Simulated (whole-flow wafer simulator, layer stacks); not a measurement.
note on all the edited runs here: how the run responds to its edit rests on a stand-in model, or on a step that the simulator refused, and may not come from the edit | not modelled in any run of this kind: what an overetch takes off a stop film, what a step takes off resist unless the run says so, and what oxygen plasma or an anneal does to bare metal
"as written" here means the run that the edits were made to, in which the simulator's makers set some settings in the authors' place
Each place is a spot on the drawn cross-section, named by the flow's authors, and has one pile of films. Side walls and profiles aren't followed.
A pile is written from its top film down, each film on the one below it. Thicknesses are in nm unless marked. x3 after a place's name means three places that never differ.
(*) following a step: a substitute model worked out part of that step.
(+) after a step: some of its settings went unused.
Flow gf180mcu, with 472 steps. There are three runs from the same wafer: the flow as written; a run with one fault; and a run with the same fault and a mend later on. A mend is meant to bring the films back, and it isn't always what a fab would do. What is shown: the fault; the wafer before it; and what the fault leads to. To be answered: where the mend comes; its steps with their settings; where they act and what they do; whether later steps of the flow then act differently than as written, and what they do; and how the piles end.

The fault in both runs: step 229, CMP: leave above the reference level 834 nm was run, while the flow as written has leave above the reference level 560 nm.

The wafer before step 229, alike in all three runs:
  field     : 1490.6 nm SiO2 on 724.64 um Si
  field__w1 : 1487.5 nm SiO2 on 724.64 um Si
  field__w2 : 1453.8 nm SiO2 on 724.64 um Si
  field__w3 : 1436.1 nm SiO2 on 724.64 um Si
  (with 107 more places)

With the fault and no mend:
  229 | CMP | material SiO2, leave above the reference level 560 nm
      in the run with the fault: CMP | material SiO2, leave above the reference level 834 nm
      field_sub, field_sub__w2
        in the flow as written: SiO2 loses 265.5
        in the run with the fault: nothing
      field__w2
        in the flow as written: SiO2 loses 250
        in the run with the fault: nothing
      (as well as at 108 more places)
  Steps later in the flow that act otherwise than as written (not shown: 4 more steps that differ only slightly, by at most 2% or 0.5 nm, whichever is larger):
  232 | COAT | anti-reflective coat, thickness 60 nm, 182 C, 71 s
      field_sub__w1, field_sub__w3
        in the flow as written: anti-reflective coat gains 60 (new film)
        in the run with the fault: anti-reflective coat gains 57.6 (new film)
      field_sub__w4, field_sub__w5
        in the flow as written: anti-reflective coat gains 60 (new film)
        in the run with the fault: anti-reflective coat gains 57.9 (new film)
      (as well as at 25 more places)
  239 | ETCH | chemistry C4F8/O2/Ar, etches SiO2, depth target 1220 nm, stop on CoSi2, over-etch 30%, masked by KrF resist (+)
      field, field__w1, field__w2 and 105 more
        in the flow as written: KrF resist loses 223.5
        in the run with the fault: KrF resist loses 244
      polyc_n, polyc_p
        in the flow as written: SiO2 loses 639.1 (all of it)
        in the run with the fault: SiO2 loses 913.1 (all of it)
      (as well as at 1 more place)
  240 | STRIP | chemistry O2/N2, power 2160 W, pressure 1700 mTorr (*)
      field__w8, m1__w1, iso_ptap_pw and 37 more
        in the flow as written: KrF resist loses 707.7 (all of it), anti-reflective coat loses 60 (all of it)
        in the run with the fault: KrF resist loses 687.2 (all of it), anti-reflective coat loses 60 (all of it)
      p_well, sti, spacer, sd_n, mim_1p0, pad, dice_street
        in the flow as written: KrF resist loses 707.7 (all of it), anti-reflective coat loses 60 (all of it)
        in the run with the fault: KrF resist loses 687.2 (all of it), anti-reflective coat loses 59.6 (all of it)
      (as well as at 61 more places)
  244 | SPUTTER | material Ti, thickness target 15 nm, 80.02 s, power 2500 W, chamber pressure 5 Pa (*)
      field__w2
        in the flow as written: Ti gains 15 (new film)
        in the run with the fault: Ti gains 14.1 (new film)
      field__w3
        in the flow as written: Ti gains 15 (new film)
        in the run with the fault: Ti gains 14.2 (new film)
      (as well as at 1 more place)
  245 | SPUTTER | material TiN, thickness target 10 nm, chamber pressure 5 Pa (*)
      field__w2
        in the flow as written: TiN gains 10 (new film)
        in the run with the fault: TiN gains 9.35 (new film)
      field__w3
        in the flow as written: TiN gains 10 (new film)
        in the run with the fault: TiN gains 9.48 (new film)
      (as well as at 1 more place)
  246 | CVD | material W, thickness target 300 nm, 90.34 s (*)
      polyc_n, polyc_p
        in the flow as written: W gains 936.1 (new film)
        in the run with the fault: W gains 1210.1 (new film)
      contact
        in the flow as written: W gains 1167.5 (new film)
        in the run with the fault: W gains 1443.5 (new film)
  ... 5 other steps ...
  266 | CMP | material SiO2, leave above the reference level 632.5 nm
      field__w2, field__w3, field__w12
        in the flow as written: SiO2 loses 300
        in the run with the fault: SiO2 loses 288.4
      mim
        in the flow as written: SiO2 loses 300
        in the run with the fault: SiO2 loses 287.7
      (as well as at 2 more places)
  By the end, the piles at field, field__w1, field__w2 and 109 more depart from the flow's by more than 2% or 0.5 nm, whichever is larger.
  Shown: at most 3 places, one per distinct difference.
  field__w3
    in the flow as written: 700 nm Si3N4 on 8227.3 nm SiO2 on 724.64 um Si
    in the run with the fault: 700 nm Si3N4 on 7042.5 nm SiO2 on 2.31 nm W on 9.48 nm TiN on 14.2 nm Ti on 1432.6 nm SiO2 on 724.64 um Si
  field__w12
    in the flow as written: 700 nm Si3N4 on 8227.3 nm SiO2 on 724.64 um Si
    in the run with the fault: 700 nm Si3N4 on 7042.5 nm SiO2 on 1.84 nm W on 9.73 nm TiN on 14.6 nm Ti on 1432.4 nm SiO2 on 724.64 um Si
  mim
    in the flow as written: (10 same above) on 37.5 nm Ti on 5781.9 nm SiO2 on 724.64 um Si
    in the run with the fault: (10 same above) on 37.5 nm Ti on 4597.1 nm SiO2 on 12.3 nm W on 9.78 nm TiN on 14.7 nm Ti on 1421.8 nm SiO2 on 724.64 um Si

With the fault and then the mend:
  The mend follows step 237.
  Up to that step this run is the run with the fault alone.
  237a | STRIP | chemistry O2/N2, power 2160 W, pressure 1700 mTorr (*)
      field__w8, m1__w1, iso_ptap_pw and 37 more
        KrF resist loses 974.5 (all of it), anti-reflective coat loses 60 (all of it)
      p_well, sti, spacer, sd_n, mim_1p0, pad, dice_street
        KrF resist loses 974.5 (all of it), anti-reflective coat loses 59.6 (all of it)
      field, field__w10, m1_nw
        KrF resist loses 974.2 (all of it), anti-reflective coat loses 59.9 (all of it)
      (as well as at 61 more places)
  237b | CMP | material SiO2, leave above the reference level 560 nm (the flow's step 229, run once more)
      field, field__w1, field__w5 and 98 more
        SiO2 loses 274
      field_sub, field_sub__w2
        SiO2 loses 265.5
      field__w2
        SiO2 loses 250
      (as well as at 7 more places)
  237c | HMDS | 120 C, 60 s (the flow's step 231, run once more)
      leaves every film unchanged at each place that is followed
  237d | COAT | anti-reflective coat, thickness 60 nm, 182 C, 71 s (the flow's step 232, run once more)
      field, field__w1, field__w2 and 108 more
        anti-reflective coat gains 60 (new film)
  237e | COAT | KrF resist, thickness 1000 nm (the flow's step 233, run once more)
      field, field__w1, field__w2 and 108 more
        KrF resist gains 1000 (new film)
  237f | SOFTBAKE | KrF resist (the flow's step 234, run once more)
      leaves every film unchanged at each place that is followed
  237g | EXPOSE | photomask Contact (the flow's step 235, run once more)
      leaves every film unchanged at each place that is followed
  237h | PEB | KrF resist, 135 C, 90 s (the flow's step 236, run once more)
      field, field__w1, field__w2 and 108 more
        KrF resist loses 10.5
  237i | DEVELOP | KrF resist, thickness 1000 nm, 60 s (the flow's step 237, run once more)
      field, field__w1, field__w2 and 105 more
        KrF resist loses 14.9
      contact, polyc_n, polyc_p
        KrF resist loses 989.5 (all of it)
  Later steps of the flow that are run all act as written at every place that is followed.
  At every place that both follow, the piles at the end match the flow's.
